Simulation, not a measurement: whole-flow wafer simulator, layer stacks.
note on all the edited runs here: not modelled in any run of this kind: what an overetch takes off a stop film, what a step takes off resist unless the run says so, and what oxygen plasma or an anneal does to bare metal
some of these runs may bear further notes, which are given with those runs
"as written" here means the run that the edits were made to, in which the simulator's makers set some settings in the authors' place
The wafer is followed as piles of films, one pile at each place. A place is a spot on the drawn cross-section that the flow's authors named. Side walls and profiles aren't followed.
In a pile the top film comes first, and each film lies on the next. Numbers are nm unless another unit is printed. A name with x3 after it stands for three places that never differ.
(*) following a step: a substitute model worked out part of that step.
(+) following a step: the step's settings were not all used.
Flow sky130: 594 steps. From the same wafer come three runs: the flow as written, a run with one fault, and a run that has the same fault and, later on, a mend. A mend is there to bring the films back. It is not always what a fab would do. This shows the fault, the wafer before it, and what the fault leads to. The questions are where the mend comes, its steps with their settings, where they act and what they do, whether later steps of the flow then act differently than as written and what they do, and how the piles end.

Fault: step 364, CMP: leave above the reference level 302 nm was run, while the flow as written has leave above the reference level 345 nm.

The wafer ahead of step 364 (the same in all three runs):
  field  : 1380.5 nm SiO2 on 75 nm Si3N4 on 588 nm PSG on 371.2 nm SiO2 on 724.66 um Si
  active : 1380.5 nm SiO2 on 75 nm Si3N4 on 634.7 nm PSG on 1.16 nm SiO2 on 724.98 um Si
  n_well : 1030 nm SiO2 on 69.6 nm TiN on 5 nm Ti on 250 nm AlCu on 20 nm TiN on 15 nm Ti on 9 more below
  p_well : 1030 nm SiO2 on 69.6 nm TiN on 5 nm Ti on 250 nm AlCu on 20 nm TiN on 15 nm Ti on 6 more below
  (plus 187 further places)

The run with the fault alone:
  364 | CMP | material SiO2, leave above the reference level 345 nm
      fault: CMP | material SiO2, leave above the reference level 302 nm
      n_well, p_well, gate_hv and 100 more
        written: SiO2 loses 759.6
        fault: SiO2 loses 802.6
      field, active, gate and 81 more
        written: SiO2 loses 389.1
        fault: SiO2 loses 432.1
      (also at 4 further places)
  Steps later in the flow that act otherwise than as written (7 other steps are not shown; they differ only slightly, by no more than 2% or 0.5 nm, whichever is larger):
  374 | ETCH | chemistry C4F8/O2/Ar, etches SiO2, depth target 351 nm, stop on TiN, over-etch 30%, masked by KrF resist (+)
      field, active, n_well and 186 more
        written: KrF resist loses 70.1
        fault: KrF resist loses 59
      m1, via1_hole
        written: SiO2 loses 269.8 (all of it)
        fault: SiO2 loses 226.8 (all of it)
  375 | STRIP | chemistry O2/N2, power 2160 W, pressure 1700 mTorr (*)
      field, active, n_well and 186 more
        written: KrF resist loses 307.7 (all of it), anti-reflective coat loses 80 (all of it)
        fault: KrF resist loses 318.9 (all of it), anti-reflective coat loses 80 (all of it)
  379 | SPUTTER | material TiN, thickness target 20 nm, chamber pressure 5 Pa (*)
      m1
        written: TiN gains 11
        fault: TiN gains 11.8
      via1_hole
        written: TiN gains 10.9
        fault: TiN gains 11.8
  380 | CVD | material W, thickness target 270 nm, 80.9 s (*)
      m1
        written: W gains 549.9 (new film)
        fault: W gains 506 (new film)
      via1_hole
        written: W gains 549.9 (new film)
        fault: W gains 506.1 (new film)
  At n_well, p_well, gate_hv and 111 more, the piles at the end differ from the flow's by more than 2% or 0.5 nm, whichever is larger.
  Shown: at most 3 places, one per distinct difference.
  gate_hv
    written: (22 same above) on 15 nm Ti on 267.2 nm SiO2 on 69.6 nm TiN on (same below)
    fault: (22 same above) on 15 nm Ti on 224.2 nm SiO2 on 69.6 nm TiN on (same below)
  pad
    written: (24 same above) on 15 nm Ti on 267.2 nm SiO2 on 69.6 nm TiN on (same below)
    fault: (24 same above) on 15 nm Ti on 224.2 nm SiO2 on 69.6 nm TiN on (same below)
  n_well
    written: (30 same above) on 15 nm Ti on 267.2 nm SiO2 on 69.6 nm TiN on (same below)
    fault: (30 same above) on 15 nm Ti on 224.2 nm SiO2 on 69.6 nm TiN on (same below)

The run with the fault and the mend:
  The mend follows step 364.
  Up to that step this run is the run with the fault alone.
  364a | HDPCVD | thickness target 43 nm (*) (the flow's step 363, run once more with other settings)
      field, active, n_well and 188 more
        SiO2 gains 43
  None of the later steps of the flow differs from how it acts as written, at any place that is followed, by more than 2% or 0.5 nm, whichever is larger.
  By the end, the piles equal the flow's at every place that both follow.
